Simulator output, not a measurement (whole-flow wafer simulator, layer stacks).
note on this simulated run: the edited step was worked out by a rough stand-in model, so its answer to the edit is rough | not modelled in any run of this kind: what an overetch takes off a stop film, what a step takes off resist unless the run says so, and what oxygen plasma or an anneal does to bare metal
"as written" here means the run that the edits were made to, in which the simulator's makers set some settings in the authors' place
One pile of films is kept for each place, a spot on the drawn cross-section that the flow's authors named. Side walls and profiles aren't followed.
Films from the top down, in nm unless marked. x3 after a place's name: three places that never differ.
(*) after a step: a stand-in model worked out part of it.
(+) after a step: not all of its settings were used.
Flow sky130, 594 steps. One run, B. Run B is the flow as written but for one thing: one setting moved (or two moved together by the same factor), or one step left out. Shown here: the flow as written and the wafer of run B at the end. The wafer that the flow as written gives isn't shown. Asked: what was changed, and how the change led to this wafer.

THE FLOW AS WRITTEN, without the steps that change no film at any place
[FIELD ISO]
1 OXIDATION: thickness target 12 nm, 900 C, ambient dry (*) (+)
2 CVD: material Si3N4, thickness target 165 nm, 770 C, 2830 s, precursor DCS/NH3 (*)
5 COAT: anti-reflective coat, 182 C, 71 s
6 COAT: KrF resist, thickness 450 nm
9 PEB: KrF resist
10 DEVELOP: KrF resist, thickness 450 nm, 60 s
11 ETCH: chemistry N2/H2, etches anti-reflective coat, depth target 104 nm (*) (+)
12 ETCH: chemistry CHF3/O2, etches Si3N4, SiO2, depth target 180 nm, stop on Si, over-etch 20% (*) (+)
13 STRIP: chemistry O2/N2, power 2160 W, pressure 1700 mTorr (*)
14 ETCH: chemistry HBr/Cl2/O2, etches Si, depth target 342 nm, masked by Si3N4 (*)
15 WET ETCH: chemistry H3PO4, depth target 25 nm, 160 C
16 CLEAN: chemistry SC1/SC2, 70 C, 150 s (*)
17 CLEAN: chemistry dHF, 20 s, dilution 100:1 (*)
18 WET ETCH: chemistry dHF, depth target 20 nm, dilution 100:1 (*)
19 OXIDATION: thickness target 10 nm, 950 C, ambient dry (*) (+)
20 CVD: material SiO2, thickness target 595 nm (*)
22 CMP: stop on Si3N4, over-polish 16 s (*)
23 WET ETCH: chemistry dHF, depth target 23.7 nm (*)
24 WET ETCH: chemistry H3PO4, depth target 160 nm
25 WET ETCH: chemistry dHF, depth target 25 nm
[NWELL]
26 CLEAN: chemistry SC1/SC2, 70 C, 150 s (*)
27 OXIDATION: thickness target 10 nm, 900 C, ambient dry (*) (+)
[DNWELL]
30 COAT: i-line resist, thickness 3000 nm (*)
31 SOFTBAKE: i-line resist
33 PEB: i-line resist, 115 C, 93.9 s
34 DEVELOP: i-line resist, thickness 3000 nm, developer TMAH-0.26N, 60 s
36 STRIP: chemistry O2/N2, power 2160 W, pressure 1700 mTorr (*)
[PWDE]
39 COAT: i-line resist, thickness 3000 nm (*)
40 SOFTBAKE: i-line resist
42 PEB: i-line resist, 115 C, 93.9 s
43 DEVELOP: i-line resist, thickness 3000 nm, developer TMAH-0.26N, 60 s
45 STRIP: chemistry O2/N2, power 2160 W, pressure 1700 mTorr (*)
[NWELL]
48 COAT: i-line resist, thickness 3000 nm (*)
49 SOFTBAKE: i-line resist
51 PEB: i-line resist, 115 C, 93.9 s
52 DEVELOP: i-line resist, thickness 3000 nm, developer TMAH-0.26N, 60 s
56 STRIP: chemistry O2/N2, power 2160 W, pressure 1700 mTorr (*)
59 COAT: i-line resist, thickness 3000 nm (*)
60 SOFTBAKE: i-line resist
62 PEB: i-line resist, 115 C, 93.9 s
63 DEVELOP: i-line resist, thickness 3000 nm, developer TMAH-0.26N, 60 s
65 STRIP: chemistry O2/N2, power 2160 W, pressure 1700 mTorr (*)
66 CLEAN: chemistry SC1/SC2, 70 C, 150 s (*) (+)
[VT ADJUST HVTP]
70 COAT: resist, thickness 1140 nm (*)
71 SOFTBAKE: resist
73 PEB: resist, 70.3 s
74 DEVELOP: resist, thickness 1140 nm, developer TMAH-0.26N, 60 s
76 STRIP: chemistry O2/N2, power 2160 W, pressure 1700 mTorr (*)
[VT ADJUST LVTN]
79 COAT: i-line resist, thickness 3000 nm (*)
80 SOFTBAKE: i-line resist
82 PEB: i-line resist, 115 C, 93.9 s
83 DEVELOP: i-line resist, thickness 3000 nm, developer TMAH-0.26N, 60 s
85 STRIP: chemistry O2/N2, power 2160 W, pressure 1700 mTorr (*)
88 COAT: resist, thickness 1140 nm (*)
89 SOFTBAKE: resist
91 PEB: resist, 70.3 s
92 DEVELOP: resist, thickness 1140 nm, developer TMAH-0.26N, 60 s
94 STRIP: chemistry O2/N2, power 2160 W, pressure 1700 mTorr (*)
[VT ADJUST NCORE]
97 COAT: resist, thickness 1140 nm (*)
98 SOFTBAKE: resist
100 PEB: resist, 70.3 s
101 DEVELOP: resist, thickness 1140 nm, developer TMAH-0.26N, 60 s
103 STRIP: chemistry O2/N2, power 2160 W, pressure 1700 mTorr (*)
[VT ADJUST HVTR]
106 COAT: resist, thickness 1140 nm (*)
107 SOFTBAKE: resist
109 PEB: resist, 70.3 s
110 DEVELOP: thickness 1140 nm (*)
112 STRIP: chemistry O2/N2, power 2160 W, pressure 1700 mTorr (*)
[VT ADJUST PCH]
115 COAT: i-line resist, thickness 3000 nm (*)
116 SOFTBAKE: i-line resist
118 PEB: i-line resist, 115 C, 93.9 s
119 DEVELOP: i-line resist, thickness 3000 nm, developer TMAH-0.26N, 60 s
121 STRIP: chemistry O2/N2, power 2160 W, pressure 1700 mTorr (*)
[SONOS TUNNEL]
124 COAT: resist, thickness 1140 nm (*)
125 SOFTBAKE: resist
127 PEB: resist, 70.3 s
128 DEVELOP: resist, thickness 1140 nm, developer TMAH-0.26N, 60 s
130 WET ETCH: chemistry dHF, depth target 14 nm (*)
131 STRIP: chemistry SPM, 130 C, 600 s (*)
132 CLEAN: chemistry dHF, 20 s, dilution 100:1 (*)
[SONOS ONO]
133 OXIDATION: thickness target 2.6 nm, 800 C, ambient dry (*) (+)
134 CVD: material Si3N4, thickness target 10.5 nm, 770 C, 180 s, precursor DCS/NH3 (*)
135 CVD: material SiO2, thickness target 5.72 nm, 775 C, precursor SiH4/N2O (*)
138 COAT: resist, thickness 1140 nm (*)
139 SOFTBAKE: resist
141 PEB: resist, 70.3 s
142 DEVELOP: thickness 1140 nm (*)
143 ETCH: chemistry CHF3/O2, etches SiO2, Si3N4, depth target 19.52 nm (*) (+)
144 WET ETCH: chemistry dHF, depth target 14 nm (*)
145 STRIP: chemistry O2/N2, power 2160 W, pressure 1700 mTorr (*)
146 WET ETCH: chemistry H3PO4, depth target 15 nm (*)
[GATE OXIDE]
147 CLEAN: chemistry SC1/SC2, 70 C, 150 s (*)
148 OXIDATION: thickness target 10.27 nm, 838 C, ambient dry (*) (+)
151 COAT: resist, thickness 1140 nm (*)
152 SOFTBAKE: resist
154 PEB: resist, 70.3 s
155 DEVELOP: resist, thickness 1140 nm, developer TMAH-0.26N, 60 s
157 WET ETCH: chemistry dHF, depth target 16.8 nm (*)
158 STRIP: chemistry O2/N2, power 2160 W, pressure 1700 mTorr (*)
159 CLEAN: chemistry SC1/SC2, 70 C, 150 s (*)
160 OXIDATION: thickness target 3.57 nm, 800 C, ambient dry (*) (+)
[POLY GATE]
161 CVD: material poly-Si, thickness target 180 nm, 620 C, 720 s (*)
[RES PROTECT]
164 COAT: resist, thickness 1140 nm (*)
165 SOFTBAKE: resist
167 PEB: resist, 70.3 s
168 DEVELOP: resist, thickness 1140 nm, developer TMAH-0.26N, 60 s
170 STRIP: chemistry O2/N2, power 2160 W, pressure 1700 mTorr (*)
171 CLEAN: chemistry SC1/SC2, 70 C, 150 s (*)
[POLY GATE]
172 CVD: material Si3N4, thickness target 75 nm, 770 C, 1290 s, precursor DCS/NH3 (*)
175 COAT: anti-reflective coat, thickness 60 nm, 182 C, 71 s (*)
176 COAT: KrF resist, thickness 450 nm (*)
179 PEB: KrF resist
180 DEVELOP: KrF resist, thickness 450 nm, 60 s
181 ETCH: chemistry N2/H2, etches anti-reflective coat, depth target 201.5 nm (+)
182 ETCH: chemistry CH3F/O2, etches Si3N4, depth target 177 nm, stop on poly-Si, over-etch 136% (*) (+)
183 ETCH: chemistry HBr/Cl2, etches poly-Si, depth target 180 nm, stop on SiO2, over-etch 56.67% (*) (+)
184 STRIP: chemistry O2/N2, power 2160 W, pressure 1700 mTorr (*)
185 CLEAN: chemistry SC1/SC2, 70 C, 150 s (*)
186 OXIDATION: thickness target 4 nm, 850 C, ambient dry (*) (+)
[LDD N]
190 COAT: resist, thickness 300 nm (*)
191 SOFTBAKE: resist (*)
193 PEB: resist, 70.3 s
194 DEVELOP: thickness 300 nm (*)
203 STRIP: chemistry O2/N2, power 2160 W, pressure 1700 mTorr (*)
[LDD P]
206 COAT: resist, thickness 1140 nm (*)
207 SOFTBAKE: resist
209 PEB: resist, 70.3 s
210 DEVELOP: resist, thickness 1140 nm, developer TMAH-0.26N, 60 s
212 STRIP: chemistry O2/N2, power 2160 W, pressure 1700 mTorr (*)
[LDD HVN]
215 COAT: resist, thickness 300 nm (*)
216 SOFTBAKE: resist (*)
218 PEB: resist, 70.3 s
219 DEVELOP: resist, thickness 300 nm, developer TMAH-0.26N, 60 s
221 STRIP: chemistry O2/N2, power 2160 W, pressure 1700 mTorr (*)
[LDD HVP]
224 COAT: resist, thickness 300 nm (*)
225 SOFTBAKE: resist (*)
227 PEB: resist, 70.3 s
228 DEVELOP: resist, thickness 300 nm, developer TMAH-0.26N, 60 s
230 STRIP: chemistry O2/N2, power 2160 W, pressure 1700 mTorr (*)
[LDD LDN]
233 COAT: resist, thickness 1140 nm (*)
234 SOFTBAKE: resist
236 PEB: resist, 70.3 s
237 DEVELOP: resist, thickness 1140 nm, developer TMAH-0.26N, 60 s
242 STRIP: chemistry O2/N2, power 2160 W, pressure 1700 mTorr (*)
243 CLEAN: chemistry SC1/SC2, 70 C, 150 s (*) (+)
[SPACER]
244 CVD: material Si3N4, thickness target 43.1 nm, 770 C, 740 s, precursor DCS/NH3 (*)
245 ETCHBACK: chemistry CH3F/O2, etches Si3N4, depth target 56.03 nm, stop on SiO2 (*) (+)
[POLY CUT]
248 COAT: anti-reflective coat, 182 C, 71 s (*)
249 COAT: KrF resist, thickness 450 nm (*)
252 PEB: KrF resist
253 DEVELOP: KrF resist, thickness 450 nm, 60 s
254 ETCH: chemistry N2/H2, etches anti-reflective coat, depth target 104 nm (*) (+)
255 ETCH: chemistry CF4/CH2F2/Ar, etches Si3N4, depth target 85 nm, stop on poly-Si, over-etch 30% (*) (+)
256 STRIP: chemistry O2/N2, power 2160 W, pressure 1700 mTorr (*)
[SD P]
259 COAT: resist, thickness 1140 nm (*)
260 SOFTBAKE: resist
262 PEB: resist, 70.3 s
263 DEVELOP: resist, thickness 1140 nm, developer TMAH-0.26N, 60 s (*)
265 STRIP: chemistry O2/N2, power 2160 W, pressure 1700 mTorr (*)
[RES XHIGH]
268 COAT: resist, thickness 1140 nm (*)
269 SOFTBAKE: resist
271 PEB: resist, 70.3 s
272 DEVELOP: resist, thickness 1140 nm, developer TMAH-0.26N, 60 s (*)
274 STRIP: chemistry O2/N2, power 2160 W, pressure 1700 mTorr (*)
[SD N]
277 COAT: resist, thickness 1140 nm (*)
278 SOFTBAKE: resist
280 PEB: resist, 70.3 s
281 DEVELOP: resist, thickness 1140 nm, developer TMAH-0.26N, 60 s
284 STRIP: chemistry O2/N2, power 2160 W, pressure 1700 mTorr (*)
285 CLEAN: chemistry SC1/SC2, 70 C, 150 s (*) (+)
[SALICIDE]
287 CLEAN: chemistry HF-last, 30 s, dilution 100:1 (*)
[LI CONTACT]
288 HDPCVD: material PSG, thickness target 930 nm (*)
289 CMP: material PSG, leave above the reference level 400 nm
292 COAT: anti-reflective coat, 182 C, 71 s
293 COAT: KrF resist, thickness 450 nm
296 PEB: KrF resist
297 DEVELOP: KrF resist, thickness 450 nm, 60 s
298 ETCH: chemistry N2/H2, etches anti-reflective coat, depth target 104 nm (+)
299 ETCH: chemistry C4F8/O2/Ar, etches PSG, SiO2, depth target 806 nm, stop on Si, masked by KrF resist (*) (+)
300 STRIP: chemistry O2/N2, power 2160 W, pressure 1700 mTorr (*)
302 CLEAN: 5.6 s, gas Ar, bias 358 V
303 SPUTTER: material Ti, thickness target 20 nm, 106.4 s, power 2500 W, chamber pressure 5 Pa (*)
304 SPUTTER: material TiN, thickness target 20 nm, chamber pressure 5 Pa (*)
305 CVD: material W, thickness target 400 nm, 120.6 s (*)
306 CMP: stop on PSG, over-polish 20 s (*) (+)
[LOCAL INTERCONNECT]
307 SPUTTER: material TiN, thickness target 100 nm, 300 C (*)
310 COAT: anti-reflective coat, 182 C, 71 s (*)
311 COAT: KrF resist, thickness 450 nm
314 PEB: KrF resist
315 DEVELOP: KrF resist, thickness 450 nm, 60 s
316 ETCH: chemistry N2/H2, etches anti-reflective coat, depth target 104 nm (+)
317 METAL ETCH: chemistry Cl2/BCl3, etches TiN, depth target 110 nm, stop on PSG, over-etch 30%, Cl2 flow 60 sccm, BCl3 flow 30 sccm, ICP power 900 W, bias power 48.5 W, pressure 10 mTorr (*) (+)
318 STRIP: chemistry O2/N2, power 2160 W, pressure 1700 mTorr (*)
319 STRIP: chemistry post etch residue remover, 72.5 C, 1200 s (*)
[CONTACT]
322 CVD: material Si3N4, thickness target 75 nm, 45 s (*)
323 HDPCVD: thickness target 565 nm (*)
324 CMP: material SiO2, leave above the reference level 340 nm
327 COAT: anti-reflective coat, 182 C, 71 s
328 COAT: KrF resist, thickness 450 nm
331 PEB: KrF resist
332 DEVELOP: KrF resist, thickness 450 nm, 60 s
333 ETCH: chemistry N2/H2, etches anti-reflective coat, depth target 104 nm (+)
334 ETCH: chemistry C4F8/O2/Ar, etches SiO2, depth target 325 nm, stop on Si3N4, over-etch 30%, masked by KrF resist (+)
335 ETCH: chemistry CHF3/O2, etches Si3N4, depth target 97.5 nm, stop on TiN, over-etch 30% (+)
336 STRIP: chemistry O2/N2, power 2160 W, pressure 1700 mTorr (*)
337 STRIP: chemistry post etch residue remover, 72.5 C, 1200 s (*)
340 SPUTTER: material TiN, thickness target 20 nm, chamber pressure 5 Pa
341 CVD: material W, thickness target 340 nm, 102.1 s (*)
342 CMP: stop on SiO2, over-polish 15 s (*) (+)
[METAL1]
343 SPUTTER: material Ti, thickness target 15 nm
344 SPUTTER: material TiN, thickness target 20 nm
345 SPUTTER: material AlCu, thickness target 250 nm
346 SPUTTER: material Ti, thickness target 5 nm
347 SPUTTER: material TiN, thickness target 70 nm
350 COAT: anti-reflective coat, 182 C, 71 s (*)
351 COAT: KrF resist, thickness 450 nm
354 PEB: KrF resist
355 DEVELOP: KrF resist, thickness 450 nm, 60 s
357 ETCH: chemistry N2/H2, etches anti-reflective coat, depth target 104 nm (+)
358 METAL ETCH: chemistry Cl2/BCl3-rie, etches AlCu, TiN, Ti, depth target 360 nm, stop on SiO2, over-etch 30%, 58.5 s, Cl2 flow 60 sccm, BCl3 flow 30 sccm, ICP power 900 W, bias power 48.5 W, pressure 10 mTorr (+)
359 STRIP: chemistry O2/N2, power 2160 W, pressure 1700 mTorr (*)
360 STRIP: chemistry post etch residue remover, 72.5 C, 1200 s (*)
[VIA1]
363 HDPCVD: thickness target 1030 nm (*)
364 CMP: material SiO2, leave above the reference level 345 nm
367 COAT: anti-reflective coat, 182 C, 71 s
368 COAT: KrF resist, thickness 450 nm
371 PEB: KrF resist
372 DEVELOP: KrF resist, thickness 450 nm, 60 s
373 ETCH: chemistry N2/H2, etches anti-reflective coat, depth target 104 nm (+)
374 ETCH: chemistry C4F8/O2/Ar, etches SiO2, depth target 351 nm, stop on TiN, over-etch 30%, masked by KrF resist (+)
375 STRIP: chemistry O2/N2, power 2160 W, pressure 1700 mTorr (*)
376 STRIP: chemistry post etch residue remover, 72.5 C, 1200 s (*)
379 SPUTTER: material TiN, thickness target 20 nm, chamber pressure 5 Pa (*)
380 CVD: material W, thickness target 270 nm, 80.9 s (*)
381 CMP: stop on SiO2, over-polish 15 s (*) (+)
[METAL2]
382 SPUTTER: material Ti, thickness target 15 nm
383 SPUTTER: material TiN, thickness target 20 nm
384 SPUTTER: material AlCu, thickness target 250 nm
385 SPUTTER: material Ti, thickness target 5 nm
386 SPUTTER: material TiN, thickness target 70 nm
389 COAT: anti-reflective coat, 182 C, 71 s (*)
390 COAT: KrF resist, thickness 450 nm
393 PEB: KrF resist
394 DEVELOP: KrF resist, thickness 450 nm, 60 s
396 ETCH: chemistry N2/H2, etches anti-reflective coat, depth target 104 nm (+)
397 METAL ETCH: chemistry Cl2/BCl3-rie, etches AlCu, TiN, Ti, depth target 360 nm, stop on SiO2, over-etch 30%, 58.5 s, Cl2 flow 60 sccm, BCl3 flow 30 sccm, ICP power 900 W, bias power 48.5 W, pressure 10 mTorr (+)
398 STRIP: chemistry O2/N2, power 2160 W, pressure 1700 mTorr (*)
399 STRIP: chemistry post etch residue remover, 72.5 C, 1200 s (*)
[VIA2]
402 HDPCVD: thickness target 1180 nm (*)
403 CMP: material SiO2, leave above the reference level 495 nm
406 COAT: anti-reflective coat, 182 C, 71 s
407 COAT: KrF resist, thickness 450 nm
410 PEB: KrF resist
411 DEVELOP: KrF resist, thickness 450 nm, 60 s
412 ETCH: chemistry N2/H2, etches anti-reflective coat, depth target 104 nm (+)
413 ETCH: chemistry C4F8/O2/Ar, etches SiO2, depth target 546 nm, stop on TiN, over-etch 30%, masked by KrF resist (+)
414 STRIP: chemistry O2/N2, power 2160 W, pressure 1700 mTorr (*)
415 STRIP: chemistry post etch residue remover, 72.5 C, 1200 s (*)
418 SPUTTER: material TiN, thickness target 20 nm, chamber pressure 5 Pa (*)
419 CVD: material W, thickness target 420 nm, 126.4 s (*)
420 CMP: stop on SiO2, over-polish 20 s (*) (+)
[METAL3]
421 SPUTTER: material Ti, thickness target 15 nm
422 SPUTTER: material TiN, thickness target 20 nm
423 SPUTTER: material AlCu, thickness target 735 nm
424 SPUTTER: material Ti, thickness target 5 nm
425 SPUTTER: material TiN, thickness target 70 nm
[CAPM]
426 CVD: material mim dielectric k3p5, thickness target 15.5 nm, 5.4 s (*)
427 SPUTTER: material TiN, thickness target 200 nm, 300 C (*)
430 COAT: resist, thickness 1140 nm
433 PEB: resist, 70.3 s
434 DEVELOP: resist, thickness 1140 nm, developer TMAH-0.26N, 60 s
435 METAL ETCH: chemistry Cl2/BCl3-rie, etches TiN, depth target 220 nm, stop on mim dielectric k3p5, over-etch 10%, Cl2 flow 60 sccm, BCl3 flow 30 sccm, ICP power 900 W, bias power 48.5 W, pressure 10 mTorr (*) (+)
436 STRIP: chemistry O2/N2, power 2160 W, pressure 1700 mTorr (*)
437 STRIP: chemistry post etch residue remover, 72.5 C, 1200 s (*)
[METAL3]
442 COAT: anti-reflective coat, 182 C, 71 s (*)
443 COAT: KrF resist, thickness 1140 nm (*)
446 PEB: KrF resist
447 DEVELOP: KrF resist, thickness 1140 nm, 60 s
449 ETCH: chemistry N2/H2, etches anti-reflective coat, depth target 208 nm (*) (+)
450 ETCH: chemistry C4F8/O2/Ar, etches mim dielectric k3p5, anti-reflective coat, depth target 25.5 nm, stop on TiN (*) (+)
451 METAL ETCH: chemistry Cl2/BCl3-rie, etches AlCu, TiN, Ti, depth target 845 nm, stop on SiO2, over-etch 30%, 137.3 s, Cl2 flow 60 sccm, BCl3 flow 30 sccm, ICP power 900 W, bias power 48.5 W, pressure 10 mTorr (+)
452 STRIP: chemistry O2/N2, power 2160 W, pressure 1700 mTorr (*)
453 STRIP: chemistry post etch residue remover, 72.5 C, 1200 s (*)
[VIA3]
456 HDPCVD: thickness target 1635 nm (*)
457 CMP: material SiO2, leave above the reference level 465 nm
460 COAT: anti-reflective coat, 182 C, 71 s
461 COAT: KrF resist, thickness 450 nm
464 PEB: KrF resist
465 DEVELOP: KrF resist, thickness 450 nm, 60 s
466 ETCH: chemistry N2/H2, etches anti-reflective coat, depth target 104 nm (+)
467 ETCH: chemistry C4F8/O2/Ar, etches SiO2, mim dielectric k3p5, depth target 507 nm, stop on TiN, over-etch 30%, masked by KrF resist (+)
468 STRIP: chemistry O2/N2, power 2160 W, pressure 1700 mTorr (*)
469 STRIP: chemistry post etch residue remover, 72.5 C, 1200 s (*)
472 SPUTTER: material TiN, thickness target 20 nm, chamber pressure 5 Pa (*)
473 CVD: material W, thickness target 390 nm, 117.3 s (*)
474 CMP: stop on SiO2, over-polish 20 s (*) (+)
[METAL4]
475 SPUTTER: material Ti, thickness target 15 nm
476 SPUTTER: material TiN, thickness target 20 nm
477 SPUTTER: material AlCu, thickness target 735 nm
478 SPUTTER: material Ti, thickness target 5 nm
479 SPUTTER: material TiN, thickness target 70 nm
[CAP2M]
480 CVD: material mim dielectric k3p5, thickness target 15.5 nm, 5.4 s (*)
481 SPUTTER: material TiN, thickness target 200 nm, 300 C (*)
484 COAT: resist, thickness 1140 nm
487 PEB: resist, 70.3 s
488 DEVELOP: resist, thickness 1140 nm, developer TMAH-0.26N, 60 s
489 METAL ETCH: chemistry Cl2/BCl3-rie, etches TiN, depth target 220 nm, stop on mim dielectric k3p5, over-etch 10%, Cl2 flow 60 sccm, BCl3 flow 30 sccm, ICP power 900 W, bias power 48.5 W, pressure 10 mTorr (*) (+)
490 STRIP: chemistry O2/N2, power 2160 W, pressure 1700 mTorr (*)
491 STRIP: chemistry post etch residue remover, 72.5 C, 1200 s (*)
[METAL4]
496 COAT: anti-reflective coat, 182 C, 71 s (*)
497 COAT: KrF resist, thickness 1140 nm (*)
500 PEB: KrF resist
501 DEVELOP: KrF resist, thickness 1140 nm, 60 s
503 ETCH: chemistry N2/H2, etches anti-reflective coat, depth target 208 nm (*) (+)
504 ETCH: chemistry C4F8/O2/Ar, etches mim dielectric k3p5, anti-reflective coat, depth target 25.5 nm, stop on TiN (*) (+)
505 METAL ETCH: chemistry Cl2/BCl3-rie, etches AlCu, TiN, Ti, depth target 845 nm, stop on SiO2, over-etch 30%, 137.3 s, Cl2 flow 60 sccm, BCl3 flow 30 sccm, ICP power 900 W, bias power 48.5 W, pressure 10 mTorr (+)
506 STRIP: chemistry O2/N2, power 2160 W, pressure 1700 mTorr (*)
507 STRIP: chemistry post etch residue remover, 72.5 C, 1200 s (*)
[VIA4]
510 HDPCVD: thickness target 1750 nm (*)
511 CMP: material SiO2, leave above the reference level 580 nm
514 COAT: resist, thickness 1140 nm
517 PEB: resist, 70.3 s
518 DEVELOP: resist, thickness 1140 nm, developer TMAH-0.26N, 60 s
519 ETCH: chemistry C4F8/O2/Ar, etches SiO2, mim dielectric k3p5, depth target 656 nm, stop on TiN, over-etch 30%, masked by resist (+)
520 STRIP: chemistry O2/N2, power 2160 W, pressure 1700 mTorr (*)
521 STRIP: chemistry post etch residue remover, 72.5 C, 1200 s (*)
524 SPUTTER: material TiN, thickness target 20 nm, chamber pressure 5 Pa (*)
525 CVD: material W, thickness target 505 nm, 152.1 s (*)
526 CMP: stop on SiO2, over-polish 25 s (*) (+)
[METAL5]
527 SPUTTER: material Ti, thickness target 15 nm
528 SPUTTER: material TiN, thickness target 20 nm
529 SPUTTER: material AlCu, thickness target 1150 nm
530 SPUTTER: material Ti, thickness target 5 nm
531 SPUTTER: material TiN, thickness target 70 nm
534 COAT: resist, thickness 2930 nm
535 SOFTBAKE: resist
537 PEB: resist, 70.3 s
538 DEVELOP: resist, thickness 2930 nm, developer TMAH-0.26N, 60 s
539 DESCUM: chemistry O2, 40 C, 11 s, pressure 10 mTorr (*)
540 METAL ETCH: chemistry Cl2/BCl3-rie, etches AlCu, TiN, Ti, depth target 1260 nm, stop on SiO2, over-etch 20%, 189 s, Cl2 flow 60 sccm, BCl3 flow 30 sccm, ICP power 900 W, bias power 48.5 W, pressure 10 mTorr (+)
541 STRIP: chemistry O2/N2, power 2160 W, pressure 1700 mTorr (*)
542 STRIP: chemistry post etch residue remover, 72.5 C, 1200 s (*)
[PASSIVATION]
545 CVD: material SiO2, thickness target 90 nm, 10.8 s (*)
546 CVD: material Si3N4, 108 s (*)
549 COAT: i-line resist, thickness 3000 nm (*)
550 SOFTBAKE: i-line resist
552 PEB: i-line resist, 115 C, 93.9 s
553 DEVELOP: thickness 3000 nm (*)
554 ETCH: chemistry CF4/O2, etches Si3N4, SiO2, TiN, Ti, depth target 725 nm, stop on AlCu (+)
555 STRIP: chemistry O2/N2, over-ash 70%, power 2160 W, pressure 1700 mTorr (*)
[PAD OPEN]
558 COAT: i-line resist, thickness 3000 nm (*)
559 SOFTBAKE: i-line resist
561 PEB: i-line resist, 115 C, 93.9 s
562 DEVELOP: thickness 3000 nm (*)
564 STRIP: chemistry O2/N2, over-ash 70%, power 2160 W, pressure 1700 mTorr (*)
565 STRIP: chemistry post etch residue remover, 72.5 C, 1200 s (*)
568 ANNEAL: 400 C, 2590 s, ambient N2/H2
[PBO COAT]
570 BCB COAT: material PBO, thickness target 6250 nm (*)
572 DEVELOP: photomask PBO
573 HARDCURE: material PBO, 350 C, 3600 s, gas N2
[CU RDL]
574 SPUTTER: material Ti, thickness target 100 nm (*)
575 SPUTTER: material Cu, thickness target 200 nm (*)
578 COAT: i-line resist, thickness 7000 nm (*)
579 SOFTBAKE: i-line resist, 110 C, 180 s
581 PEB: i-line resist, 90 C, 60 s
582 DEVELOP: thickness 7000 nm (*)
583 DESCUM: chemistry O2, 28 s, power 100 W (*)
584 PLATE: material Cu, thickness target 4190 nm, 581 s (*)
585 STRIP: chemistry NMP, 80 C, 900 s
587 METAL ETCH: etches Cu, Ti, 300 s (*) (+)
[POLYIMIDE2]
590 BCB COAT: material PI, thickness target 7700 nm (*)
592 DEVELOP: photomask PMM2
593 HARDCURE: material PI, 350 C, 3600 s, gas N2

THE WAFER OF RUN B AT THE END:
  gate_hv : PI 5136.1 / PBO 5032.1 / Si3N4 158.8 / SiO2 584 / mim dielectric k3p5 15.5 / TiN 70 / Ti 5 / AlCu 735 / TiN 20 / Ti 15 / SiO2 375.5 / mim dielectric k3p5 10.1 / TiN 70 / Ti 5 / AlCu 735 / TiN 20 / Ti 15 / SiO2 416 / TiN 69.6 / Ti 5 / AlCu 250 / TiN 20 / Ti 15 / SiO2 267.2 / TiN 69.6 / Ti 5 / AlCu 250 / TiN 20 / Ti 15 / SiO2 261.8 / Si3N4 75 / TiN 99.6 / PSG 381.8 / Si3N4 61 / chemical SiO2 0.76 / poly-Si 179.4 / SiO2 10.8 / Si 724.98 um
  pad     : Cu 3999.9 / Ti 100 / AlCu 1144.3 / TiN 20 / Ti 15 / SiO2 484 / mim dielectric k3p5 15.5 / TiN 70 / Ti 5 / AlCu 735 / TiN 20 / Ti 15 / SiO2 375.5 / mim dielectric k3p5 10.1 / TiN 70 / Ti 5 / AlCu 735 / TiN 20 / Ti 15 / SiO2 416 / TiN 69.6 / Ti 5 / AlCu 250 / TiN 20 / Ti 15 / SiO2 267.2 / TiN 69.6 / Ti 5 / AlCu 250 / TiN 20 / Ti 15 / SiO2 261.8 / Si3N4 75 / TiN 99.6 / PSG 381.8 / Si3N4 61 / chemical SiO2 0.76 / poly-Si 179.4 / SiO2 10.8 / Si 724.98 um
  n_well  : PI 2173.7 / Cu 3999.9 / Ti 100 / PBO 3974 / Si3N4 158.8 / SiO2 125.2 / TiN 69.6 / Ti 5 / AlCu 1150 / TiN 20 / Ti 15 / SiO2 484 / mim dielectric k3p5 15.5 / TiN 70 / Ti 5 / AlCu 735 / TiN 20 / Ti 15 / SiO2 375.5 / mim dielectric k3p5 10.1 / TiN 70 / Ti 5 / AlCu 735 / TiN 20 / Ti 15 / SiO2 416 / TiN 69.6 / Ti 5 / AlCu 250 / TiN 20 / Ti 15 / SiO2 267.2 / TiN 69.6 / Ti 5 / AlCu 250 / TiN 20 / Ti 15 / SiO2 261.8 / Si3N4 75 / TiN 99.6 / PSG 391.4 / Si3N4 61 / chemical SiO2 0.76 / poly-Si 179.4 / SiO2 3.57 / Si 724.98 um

The cause: step 426, CVD: thickness target 10.1 nm was run, where the flow has thickness target 15.5 nm; step 426, CVD: 3.51 s was run, where the flow has 5.4 s.
It can be read off the wafer: gate_hv has mim dielectric k3p5 10.1, and step 426 as written asks for 15.5 nm.

How the change led to this, step by step:
  426 CVD: material mim dielectric k3p5, thickness target 15.5 nm, 5.4 s (*)
      field, active, n_well and 188 more: mim dielectric k3p5 +10.1 (new film) (as written it would be: mim dielectric k3p5 +15.5 (new film))
  450 ETCH: chemistry C4F8/O2/Ar, etches mim dielectric k3p5, anti-reflective coat, depth target 25.5 nm, stop on TiN (*) (+)
      n_well, p_well, gate_hv and 104 more: KrF resist -10.1 (as written it would be: KrF resist -15.5)
      field, active, gate and 82 more: mim dielectric k3p5 -10.1 (all of it) (as written it would be: mim dielectric k3p5 -15.5 (all of it))
  467 ETCH: chemistry C4F8/O2/Ar, etches SiO2, mim dielectric k3p5, depth target 507 nm, stop on TiN, over-etch 30%, masked by KrF resist (+)
      m1: SiO2 -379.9 (all of it), mim dielectric k3p5 -10.1 (all of it) (as written it would be: SiO2 -374.5 (all of it), mim dielectric k3p5 -15.5 (all of it))
      via3_hole: SiO2 -379.3 (all of it), mim dielectric k3p5 -10.1 (all of it) (as written it would be: SiO2 -373.9 (all of it), mim dielectric k3p5 -15.5 (all of it))
